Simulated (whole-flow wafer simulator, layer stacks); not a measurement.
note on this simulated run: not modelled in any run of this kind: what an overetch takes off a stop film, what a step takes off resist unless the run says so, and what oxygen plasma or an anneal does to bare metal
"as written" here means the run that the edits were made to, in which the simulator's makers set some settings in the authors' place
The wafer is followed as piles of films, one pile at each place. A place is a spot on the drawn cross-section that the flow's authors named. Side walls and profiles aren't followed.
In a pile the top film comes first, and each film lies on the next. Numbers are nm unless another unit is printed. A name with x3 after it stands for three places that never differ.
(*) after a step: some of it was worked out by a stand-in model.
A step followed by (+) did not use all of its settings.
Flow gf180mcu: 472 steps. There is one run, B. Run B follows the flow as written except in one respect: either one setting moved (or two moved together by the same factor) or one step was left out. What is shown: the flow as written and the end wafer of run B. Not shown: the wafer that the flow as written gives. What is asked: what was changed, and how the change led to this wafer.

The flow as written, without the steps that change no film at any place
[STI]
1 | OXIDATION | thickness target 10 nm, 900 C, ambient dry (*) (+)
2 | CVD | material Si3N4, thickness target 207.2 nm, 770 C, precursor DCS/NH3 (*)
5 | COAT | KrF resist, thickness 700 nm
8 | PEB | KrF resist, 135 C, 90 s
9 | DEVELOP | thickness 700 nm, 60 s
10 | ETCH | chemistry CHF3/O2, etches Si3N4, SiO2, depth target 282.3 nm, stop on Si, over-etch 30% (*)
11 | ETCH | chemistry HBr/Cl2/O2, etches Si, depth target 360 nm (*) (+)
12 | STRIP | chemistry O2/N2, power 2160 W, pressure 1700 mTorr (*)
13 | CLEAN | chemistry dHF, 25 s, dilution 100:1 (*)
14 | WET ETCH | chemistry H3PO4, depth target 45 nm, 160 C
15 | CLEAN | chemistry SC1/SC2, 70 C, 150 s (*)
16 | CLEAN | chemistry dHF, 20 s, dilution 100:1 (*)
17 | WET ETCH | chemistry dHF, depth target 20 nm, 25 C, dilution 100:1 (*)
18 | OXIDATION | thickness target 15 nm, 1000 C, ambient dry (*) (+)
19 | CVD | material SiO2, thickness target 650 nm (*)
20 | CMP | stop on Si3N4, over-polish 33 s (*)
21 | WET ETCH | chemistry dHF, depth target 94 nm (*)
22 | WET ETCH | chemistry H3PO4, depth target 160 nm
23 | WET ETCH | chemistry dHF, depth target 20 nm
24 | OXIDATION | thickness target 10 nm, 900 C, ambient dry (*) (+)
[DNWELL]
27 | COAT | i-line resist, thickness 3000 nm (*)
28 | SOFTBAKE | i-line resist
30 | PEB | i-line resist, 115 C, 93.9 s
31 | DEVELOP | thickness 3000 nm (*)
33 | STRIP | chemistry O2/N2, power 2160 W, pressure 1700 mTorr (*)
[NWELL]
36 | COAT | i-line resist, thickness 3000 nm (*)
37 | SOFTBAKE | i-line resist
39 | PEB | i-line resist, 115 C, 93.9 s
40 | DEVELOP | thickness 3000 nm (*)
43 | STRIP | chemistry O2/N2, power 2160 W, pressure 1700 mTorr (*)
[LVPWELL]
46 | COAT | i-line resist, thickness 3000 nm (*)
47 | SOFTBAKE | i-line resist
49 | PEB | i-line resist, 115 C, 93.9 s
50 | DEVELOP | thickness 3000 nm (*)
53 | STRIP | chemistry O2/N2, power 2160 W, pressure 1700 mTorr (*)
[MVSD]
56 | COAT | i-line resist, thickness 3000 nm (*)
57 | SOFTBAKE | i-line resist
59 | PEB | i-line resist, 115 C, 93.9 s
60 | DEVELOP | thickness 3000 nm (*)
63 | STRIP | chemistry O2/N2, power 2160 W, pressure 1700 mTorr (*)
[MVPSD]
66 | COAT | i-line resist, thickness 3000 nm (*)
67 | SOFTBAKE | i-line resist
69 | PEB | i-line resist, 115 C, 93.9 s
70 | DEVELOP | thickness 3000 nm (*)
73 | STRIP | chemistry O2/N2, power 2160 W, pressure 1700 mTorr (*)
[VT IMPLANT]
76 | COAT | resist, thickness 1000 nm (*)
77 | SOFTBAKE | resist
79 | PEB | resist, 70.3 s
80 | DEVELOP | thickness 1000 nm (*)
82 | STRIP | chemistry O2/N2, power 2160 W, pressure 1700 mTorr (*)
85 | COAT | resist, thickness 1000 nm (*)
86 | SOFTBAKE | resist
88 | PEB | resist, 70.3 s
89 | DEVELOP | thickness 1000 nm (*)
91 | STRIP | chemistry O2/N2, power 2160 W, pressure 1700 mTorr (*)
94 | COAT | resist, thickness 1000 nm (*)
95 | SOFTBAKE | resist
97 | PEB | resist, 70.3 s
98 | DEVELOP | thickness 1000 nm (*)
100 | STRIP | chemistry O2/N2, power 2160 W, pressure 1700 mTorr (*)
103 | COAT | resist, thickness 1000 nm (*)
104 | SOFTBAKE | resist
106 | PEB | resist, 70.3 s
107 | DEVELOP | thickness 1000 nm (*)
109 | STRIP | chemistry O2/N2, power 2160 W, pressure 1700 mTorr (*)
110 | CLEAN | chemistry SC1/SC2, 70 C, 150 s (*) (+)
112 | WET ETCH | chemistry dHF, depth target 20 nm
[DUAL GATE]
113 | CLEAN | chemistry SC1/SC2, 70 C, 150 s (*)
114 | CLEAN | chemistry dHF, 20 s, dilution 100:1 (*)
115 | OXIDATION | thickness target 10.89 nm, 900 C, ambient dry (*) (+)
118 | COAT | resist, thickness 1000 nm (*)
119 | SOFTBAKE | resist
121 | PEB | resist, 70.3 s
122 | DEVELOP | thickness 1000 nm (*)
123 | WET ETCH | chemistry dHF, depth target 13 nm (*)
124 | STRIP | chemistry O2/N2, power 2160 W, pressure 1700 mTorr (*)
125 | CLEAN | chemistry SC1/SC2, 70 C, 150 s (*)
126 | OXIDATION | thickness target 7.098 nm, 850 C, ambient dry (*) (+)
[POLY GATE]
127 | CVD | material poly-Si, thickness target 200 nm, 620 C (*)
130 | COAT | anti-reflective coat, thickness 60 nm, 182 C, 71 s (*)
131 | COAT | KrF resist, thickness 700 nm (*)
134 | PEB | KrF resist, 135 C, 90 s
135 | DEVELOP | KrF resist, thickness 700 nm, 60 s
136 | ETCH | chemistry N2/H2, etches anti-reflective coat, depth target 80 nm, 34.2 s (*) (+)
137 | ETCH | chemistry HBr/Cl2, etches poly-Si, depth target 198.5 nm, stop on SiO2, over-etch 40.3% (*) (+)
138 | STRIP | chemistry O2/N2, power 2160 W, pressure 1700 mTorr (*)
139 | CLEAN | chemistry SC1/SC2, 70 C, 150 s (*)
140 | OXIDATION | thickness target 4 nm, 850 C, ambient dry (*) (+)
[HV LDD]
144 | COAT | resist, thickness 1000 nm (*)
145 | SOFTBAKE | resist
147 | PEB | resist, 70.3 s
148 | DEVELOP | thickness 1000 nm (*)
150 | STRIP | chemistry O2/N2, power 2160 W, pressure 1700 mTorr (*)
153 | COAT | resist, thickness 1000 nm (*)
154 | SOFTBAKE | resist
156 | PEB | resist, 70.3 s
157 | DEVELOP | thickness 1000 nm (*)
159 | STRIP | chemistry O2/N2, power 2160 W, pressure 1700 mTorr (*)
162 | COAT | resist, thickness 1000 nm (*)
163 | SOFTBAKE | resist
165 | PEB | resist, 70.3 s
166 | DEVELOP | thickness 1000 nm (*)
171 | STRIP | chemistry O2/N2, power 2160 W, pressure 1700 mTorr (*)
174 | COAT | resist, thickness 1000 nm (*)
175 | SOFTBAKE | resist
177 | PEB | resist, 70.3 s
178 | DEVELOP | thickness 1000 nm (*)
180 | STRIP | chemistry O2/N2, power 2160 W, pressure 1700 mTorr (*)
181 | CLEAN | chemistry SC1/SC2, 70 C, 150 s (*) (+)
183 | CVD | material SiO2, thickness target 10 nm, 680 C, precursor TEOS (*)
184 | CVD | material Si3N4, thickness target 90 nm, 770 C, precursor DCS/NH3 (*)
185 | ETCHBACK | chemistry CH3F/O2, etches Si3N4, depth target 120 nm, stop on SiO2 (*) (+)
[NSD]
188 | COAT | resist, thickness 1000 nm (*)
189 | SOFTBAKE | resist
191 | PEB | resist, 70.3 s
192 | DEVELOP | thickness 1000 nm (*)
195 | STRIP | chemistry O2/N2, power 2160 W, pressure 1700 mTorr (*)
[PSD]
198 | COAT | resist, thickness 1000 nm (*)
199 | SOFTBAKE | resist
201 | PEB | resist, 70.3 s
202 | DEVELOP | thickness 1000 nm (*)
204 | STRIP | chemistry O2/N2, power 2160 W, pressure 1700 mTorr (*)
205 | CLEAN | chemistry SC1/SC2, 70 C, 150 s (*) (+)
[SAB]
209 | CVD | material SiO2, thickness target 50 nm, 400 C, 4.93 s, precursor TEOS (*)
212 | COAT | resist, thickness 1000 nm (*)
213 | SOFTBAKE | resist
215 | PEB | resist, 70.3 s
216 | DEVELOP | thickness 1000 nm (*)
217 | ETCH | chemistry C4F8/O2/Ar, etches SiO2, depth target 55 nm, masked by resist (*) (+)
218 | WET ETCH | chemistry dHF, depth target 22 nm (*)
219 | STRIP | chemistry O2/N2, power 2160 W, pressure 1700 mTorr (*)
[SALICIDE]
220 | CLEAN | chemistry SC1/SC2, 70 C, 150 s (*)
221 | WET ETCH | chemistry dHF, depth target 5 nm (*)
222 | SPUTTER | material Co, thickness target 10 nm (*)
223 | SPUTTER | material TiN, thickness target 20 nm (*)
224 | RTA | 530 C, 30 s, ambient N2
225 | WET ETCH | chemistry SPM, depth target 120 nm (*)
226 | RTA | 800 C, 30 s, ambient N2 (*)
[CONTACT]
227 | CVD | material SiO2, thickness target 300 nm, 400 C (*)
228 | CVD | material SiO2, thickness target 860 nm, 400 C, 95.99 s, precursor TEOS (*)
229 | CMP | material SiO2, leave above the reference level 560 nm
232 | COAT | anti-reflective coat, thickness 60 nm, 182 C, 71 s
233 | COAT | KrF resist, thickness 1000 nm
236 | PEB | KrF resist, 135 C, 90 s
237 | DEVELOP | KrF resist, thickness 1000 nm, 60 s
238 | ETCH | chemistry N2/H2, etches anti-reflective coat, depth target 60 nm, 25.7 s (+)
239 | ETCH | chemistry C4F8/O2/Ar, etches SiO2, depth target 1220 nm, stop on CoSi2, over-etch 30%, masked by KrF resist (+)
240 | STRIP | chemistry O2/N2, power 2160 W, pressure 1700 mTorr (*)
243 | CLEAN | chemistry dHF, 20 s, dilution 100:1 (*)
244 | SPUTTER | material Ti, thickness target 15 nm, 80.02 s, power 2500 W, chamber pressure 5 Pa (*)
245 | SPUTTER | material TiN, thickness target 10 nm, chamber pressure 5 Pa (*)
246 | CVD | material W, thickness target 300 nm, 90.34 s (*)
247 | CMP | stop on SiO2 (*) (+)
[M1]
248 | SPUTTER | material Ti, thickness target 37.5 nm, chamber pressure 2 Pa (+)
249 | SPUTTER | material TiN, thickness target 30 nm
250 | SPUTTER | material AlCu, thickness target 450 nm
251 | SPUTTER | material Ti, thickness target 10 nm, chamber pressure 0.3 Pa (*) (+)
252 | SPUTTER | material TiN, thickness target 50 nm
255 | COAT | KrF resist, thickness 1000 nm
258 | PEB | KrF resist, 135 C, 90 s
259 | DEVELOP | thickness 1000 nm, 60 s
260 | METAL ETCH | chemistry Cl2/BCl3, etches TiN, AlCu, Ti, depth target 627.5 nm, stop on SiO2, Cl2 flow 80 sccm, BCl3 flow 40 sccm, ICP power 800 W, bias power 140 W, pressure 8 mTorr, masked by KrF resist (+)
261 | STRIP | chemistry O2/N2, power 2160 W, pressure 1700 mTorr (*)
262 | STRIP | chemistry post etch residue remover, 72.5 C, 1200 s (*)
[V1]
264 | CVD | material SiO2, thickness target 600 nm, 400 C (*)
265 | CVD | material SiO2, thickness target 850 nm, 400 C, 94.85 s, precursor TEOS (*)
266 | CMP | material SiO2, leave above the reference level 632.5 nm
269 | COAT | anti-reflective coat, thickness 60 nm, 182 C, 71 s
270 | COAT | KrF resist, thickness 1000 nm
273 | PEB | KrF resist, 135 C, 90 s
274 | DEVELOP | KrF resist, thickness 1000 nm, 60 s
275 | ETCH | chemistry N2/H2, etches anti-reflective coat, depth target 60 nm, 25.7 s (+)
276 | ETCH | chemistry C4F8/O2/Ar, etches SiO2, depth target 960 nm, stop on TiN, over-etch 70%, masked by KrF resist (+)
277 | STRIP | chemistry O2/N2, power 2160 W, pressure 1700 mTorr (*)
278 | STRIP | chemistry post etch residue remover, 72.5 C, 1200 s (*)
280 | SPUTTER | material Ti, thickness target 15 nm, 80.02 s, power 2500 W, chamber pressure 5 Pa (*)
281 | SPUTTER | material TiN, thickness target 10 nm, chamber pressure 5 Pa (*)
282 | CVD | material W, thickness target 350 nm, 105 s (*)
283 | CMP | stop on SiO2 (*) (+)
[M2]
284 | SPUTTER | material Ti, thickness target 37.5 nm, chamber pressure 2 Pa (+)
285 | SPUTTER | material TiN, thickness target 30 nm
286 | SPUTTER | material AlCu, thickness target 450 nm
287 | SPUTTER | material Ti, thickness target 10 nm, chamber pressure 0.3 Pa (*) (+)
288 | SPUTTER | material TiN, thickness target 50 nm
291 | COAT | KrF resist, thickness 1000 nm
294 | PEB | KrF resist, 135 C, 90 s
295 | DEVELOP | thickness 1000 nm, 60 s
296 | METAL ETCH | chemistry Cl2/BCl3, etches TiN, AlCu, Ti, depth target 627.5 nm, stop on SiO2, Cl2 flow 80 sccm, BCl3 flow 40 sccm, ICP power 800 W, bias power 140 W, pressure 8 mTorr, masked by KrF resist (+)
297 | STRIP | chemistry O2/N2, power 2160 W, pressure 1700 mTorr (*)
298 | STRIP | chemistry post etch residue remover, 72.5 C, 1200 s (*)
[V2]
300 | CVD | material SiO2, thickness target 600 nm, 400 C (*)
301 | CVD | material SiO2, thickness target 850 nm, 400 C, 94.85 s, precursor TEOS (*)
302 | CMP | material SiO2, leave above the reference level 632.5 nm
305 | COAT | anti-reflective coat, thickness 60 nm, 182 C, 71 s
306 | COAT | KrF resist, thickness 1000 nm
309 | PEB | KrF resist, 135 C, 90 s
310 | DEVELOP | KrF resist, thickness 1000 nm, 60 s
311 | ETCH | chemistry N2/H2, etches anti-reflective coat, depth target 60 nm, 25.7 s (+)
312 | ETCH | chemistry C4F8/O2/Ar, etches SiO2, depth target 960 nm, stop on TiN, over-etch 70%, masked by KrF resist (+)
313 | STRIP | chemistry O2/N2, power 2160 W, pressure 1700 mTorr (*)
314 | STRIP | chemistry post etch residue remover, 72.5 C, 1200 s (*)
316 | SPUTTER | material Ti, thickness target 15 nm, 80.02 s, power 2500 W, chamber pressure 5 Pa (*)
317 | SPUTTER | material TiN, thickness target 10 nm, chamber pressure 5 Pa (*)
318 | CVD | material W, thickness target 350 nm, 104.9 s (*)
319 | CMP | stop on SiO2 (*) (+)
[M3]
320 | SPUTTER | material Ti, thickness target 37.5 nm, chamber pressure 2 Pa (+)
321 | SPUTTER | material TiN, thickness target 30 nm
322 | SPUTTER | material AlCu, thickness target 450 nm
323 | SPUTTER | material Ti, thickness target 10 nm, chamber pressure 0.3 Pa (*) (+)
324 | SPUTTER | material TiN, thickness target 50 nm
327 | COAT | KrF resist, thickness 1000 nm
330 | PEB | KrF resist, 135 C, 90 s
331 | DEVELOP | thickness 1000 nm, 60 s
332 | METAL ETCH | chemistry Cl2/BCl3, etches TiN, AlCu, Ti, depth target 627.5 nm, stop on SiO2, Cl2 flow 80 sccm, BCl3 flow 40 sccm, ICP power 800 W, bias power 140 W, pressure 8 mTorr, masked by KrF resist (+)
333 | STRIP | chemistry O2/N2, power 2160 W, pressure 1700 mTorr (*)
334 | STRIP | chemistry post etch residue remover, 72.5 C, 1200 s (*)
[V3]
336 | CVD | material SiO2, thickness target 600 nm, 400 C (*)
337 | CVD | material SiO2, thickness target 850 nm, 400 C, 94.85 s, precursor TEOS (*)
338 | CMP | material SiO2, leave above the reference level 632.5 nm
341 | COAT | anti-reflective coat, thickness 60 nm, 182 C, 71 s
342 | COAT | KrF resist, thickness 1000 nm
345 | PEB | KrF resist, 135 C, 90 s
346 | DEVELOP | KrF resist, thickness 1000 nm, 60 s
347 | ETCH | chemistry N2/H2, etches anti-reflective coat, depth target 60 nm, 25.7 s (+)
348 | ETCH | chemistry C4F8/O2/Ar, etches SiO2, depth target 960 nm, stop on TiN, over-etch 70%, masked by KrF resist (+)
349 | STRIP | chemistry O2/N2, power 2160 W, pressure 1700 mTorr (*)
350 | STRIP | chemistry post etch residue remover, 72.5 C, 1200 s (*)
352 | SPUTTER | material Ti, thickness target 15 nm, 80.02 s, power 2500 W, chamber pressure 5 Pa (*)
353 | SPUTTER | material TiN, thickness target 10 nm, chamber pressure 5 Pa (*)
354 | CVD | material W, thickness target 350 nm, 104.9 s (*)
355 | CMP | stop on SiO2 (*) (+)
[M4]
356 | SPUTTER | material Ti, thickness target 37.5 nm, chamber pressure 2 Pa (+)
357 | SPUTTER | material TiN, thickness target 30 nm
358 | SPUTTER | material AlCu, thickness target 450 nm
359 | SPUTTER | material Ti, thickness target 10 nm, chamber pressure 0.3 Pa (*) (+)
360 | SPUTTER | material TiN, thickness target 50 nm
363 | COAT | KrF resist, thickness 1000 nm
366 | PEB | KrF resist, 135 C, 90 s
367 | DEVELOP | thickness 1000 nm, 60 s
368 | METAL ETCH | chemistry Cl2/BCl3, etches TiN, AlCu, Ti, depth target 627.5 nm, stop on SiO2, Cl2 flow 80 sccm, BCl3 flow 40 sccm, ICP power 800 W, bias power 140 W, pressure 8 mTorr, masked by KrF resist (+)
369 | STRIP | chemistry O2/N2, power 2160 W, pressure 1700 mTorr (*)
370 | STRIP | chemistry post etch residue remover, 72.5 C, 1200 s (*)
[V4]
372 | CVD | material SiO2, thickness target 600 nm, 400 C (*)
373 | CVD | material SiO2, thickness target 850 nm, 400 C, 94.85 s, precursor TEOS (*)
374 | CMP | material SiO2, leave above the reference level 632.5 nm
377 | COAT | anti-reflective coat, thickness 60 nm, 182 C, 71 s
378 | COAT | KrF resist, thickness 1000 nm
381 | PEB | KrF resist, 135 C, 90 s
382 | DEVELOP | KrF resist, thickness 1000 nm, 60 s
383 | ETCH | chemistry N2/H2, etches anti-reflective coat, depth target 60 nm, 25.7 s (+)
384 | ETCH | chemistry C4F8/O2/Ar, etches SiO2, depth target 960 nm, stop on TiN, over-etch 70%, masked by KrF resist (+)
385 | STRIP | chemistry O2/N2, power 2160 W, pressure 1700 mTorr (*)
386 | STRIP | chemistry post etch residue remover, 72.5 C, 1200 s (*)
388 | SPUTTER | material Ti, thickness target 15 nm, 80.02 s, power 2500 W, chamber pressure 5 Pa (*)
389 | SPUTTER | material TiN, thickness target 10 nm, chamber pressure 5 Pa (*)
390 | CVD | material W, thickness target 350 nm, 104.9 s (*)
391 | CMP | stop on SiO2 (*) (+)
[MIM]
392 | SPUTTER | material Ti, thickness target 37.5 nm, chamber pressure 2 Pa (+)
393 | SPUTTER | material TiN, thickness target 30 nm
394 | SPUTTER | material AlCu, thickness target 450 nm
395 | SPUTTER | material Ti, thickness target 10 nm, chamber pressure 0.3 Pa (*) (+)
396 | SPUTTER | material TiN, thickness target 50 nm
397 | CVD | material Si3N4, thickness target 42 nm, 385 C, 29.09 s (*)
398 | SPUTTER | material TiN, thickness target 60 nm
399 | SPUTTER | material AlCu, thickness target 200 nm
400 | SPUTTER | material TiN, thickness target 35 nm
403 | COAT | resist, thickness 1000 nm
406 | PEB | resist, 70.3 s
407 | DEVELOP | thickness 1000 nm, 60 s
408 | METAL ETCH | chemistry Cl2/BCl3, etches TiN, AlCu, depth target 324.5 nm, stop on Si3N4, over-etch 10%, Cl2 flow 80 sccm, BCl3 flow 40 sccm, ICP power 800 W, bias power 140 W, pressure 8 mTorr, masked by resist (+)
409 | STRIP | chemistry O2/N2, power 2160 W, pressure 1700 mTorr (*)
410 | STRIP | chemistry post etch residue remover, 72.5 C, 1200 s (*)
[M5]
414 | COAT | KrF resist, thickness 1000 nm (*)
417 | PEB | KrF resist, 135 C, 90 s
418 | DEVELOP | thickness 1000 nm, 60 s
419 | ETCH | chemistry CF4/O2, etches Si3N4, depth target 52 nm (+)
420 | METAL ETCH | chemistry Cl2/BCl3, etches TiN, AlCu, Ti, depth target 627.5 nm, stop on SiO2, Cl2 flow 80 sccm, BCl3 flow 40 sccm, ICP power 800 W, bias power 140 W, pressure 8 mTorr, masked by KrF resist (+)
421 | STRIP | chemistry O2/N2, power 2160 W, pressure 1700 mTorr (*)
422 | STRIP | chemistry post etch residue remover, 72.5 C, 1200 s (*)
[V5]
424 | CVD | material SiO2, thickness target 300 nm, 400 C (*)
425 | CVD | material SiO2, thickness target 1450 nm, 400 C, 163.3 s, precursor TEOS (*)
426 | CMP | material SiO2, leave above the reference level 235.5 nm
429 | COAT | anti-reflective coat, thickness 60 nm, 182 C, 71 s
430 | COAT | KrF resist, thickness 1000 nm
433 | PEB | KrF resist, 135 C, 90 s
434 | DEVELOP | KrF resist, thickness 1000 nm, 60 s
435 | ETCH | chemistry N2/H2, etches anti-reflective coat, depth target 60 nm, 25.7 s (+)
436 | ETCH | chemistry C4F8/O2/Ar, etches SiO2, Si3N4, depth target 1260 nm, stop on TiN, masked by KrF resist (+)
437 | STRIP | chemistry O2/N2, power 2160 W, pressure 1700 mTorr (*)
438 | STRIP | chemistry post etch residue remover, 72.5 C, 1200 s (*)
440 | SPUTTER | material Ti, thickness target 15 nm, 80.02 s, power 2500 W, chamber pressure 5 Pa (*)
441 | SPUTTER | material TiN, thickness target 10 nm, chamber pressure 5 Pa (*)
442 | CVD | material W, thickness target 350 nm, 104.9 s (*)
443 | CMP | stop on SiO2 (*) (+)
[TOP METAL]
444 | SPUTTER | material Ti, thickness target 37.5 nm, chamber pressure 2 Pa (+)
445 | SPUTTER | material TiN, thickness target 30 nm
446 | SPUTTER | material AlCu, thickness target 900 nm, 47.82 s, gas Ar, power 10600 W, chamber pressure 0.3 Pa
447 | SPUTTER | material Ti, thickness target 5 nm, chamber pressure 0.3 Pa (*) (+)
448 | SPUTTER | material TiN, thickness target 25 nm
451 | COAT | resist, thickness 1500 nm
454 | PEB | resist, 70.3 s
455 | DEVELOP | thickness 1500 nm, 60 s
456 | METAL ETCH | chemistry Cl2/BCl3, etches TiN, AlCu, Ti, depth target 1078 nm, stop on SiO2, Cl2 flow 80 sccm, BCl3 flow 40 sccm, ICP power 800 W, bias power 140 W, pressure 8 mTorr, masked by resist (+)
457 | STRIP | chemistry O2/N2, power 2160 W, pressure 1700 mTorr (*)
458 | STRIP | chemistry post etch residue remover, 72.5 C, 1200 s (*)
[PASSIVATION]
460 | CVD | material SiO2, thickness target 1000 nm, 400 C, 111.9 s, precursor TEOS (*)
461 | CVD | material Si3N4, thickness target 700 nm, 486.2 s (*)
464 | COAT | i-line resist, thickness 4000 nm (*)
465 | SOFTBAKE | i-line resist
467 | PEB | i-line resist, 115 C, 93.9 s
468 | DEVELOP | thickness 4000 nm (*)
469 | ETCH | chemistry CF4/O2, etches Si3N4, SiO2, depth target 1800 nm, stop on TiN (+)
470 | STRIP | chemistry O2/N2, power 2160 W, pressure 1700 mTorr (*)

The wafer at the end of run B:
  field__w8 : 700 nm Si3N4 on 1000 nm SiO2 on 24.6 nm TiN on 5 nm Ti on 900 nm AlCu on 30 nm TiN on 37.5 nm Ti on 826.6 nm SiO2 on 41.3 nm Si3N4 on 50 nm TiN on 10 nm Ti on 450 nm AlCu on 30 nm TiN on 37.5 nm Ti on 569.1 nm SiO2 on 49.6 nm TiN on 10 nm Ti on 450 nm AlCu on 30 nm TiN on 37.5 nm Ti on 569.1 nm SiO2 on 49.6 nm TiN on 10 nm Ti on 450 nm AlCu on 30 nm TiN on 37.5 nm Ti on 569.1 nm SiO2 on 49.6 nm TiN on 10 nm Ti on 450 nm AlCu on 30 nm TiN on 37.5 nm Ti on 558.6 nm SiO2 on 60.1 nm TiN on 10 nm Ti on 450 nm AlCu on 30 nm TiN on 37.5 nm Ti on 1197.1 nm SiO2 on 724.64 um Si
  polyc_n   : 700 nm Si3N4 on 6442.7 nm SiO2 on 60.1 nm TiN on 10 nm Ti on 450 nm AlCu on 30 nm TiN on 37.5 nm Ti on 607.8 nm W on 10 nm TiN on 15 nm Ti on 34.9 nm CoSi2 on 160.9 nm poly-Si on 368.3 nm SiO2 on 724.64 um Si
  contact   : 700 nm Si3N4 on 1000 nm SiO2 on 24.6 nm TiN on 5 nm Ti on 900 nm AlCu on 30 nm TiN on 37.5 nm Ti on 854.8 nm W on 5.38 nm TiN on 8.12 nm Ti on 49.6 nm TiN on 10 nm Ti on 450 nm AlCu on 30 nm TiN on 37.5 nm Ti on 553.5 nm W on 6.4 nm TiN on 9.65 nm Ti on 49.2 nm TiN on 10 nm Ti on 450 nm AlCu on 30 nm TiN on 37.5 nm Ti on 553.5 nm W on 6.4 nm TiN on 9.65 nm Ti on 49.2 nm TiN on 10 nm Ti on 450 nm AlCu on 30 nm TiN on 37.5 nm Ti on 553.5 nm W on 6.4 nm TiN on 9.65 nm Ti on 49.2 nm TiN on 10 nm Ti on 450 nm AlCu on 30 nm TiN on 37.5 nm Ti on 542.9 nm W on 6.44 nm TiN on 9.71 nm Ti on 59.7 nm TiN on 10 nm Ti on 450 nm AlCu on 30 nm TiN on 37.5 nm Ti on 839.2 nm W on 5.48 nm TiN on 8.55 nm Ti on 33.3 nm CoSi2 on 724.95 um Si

The reason: step 252, SPUTTER: thickness target 60.5 nm was run, whereas the flow has thickness target 50 nm.

How this came from the change, step by step:
  252 | SPUTTER | material TiN, thickness target 50 nm
      field, field__w1, field__w2 and 108 more: TiN gains 60.5 (new film) (in the flow as written it would be: TiN gains 50 (new film))
  260 | METAL ETCH | chemistry Cl2/BCl3, etches TiN, AlCu, Ti, depth target 627.5 nm, stop on SiO2, Cl2 flow 80 sccm, BCl3 flow 40 sccm, ICP power 800 W, bias power 140 W, pressure 8 mTorr, masked by KrF resist (+)
      field, field__w1, field__w2 and 99 more: TiN loses 60.5 (all of it), Ti loses 10 (all of it), AlCu loses 450 (all of it), TiN loses 30 (all of it), Ti loses 37.5 (all of it) (in the flow as written it would be: TiN loses 50 (all of it), Ti loses 10 (all of it), AlCu loses 450 (all of it), TiN loses 30 (all of it), Ti loses 37.5 (all of it))
